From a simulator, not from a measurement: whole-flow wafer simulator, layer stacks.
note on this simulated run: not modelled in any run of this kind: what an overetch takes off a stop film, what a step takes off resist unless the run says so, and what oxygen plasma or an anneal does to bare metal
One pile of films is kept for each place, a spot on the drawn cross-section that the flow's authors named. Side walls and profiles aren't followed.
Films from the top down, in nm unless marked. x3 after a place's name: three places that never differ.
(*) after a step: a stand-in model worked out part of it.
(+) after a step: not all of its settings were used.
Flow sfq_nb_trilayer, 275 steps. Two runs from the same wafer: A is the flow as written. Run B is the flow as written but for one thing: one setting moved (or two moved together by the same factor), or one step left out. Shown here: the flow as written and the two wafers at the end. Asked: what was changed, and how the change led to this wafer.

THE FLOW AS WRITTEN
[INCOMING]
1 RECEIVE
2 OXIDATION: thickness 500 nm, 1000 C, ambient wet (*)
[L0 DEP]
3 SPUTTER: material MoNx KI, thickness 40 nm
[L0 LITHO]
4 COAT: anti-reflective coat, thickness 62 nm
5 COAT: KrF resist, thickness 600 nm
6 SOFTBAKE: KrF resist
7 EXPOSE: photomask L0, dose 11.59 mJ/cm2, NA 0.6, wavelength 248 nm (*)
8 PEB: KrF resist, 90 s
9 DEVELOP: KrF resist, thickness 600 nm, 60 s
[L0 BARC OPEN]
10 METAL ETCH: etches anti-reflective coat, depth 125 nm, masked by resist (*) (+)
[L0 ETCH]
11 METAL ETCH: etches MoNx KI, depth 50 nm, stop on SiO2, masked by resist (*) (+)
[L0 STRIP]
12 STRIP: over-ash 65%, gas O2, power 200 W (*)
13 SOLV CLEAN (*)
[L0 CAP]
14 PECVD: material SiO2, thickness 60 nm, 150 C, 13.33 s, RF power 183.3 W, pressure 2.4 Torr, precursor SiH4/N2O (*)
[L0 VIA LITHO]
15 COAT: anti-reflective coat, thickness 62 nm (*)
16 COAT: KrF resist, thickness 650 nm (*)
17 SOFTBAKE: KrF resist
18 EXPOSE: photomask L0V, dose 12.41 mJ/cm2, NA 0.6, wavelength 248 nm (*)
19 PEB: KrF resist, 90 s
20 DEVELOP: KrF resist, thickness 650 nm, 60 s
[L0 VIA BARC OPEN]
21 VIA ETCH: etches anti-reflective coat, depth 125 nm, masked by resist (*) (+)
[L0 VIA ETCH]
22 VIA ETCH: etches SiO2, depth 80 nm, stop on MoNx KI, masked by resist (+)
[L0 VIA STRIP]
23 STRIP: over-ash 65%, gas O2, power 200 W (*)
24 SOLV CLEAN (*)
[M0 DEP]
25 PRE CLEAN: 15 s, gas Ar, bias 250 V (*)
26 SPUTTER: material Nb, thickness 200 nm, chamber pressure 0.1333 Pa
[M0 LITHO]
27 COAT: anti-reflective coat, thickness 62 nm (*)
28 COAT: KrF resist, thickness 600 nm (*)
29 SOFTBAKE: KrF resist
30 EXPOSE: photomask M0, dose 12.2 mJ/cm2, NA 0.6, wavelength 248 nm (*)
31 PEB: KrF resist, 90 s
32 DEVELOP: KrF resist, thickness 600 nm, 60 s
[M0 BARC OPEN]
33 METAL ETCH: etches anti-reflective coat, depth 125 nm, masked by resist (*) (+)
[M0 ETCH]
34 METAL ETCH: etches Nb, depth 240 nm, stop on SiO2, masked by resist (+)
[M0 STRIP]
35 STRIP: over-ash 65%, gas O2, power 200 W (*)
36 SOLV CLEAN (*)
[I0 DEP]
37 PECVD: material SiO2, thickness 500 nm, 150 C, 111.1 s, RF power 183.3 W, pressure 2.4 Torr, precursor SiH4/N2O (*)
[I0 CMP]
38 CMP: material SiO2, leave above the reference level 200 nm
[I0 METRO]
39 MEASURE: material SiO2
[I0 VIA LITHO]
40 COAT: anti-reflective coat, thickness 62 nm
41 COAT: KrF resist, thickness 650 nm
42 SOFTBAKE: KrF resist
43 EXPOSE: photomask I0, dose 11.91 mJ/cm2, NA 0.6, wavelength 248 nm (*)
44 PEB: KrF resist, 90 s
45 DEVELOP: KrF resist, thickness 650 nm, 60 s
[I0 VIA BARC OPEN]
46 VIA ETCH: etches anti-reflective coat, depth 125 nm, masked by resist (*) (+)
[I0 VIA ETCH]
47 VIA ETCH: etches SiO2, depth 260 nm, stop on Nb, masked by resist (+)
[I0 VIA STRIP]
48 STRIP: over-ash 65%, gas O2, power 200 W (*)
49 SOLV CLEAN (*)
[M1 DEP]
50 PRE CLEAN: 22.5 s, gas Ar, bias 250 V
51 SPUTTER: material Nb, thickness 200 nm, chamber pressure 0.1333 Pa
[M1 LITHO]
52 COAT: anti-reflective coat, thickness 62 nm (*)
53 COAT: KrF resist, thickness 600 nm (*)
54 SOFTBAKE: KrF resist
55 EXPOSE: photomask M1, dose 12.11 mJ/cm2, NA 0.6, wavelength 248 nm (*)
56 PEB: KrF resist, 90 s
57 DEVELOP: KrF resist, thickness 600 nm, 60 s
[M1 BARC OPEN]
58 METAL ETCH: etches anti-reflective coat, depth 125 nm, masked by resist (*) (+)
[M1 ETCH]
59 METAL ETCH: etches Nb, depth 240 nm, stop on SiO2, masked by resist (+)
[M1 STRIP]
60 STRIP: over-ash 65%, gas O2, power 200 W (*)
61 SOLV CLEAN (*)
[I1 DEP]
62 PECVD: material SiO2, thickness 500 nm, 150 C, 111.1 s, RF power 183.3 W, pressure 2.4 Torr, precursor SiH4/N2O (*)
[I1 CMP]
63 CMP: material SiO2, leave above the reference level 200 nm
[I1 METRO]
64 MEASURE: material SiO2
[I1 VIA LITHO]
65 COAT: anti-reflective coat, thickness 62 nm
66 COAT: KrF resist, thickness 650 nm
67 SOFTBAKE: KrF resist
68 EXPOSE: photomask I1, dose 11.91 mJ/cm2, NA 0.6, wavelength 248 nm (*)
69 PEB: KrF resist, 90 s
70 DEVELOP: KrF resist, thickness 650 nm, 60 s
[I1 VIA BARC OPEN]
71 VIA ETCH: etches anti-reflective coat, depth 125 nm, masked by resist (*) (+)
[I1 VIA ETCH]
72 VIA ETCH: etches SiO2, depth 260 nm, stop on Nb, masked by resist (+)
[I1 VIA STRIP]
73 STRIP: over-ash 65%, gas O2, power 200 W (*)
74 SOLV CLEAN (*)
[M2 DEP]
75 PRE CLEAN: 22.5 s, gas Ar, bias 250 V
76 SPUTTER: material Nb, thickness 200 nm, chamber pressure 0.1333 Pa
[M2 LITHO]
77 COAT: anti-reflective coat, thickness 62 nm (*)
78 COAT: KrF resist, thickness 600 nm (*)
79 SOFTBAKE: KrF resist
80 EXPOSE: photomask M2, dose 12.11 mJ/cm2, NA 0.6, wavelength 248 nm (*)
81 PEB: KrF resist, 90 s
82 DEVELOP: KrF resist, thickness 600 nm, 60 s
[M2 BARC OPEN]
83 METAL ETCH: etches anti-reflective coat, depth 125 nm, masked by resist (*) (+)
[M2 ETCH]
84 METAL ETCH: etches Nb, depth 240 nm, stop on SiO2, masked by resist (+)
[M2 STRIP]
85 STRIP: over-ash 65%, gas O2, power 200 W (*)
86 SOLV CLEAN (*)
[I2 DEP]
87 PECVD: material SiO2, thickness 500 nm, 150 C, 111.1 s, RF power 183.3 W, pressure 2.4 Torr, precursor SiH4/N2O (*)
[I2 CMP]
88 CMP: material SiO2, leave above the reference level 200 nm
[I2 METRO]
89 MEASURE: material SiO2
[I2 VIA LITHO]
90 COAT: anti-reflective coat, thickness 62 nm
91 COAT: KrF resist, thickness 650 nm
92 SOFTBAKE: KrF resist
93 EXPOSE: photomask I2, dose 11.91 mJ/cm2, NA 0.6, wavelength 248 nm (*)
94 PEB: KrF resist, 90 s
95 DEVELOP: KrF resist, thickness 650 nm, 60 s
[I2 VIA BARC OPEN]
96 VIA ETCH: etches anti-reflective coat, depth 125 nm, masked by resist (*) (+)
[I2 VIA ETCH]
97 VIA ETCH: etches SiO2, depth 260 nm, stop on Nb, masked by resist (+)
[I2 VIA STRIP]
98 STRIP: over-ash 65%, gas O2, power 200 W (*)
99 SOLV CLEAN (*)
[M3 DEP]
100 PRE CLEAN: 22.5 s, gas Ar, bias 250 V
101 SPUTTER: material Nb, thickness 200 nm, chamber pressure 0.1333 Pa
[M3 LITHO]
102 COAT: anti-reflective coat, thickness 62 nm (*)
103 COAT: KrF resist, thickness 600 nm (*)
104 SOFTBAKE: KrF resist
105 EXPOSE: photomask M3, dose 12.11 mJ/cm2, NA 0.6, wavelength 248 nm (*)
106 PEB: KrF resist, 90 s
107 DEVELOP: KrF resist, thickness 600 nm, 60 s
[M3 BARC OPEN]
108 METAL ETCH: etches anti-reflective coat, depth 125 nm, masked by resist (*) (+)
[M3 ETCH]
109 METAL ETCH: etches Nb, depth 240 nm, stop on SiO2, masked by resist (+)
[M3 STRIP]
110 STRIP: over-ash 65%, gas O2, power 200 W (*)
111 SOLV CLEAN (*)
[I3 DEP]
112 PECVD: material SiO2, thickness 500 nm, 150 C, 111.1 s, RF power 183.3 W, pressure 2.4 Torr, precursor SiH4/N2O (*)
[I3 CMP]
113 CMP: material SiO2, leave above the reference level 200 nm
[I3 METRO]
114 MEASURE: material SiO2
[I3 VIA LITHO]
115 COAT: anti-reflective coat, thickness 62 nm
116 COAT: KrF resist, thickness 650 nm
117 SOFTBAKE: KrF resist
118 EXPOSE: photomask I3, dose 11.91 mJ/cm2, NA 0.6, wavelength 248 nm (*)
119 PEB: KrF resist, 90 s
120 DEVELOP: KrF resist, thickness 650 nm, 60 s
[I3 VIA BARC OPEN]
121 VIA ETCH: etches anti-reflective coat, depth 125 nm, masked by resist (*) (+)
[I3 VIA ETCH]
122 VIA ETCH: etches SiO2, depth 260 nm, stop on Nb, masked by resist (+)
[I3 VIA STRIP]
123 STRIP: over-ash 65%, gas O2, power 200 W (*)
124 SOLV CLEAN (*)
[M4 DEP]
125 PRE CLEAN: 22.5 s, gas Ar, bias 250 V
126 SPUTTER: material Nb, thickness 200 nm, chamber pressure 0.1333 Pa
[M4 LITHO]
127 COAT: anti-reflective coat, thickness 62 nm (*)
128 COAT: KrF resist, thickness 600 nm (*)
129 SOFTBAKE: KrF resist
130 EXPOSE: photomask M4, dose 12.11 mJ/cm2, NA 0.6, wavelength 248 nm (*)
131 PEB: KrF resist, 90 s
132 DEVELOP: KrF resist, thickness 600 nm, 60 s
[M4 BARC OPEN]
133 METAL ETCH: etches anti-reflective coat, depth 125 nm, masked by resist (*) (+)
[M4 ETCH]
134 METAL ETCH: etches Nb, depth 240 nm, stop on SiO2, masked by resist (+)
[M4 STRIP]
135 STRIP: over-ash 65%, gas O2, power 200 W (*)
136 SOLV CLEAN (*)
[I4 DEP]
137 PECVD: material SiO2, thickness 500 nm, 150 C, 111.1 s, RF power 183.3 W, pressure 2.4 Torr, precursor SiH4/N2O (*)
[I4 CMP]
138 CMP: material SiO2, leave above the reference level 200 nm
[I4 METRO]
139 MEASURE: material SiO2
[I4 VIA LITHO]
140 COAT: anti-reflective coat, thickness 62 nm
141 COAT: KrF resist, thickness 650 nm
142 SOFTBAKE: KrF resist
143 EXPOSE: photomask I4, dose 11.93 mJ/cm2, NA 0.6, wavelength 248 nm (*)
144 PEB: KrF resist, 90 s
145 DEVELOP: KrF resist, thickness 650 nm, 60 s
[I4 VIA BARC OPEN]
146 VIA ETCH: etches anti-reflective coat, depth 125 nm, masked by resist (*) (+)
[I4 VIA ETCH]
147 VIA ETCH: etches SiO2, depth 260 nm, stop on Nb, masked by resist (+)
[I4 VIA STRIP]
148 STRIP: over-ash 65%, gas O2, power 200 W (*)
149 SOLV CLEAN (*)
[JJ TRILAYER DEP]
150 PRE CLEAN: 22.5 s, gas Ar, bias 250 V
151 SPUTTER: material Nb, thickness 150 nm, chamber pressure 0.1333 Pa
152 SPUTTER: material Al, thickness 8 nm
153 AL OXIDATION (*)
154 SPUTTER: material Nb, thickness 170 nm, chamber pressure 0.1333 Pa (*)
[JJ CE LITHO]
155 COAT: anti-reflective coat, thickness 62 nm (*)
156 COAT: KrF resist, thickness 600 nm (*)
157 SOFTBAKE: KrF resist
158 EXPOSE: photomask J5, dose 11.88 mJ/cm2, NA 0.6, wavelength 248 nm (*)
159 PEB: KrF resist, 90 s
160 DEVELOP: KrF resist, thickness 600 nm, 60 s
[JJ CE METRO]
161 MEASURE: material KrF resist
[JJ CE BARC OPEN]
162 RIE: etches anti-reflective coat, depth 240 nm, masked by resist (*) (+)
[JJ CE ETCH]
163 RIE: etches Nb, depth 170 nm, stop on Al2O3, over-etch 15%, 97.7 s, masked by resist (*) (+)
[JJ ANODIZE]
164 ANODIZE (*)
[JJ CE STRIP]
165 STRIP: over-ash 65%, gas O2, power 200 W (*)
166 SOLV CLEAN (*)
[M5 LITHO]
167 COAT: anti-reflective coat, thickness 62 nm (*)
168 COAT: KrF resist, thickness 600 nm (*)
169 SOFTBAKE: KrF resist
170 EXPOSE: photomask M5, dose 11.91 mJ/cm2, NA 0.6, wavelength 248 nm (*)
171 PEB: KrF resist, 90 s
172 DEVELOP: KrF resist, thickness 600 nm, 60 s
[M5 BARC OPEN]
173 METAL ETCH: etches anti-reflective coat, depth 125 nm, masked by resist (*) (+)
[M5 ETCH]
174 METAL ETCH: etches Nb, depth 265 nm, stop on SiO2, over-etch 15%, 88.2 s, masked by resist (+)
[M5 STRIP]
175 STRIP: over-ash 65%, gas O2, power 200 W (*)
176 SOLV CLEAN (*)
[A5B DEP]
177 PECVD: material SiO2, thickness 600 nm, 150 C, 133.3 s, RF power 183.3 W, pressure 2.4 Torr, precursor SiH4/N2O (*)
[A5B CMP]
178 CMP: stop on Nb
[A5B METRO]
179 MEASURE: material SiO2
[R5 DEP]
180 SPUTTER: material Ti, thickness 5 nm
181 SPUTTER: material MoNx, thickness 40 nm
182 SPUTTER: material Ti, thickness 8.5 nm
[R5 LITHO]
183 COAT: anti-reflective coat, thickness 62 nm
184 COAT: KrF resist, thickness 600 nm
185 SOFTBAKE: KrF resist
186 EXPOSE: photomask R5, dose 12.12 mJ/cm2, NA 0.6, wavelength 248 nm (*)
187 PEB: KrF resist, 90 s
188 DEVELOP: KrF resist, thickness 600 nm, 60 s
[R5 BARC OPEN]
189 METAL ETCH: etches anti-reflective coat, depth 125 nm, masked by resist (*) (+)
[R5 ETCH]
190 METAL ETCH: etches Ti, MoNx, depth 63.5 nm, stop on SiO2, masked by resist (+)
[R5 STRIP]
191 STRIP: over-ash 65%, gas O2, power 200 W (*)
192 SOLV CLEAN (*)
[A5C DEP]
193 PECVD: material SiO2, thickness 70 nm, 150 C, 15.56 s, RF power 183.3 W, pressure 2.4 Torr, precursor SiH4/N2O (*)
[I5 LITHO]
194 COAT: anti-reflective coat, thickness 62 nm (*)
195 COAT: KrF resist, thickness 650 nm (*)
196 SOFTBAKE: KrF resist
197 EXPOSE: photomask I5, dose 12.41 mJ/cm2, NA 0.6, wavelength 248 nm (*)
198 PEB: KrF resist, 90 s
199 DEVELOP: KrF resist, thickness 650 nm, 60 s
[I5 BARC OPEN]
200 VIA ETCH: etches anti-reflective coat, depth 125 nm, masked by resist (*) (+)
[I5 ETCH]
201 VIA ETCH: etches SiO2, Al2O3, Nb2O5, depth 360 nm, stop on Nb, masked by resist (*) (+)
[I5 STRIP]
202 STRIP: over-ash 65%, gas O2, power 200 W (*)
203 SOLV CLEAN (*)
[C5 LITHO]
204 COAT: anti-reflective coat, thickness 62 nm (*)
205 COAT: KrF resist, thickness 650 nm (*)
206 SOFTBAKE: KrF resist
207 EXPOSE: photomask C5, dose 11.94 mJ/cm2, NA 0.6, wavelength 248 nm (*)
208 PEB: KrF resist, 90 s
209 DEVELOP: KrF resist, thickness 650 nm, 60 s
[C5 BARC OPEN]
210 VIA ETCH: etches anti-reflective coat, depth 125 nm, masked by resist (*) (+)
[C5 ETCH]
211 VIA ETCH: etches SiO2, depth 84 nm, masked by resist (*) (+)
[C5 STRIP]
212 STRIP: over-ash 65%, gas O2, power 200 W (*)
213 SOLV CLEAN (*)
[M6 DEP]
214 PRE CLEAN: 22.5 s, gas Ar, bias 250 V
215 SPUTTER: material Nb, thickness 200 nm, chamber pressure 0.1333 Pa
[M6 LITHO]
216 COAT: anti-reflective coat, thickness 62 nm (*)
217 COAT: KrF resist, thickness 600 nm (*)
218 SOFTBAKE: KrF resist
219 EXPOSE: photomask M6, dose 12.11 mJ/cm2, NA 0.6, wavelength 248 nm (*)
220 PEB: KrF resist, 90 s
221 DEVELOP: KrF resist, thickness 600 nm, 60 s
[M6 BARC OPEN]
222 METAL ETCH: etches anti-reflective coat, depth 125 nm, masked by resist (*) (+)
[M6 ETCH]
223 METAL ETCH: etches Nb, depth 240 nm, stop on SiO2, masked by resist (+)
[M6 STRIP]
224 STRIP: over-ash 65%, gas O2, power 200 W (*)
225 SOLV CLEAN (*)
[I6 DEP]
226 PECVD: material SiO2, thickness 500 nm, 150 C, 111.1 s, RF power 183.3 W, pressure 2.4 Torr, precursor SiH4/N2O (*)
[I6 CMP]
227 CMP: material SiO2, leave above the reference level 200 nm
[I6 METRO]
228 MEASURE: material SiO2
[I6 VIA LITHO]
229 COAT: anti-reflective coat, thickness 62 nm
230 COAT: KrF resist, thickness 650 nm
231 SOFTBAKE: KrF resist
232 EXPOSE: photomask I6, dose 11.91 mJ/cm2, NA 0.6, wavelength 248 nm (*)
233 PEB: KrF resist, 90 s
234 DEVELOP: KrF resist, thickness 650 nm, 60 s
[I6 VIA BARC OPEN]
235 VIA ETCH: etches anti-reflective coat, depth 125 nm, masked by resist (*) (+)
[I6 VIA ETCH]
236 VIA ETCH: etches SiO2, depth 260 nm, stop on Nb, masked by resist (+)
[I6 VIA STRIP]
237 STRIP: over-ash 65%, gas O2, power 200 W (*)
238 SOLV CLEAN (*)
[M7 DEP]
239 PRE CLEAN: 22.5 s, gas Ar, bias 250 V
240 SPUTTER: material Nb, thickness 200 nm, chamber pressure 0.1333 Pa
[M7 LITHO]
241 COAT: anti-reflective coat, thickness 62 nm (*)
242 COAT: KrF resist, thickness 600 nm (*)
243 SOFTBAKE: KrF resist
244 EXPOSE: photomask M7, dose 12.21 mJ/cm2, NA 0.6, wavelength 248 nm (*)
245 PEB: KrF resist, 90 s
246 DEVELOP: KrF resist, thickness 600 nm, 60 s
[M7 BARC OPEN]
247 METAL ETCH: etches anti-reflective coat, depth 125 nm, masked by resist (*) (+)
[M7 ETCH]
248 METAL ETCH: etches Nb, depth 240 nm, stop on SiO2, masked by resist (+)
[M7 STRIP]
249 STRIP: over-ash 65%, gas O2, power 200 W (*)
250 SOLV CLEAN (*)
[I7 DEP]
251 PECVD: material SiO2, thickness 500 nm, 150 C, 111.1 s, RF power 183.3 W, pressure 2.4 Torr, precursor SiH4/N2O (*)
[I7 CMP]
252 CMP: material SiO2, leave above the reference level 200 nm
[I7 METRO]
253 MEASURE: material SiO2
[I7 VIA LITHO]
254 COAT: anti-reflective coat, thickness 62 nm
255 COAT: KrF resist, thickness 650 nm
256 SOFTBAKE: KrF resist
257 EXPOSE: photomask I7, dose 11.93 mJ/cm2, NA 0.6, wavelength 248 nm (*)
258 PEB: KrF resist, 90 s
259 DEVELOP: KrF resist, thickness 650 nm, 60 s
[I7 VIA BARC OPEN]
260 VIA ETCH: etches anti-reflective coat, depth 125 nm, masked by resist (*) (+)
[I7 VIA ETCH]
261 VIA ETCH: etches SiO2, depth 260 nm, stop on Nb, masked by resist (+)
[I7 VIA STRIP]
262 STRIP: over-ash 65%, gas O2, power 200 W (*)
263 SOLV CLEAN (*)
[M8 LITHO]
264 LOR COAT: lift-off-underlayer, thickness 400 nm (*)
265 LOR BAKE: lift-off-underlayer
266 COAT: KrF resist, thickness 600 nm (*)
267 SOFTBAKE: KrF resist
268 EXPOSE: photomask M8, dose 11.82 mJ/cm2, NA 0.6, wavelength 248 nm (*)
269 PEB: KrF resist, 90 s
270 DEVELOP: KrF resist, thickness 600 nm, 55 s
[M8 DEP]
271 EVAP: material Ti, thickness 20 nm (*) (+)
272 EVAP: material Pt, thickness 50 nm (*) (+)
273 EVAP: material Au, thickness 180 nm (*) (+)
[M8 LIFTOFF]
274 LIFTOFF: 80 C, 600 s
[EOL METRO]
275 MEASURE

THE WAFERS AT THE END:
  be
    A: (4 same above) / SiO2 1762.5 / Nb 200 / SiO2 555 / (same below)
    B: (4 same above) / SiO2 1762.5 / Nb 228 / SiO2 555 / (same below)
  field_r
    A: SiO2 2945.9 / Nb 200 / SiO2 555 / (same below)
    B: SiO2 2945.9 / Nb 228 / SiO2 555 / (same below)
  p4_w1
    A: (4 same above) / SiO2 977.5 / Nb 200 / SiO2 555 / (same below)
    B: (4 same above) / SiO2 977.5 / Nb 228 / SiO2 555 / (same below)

The cause: step 26, SPUTTER: thickness 228 nm was run, where the flow has thickness 200 nm.
It can be read off the wafer: be has Nb 228, and step 26 as written asks for 200 nm.

How the change led to this, step by step:
  26 SPUTTER: material Nb, thickness 200 nm, chamber pressure 0.1333 Pa
      field_l, v_sur, via_wl and 102 more: A Nb +200 (new film) | B Nb +228 (new film)
      l0v: A Nb +195.7 (new film) | B Nb +223.7 (new film)
  34 METAL ETCH: etches Nb, depth 240 nm, stop on SiO2, masked by resist (+)
      moat, m0r_space_l x2: A Nb -200 (all of it) | B Nb -228 (all of it)
  37 PECVD: material SiO2, thickness 500 nm, 150 C, 111.1 s, RF power 183.3 W, pressure 2.4 Torr, precursor SiH4/N2O (*)
      moat, m0r_space_l x2: A SiO2 +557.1 | B SiO2 +585.1
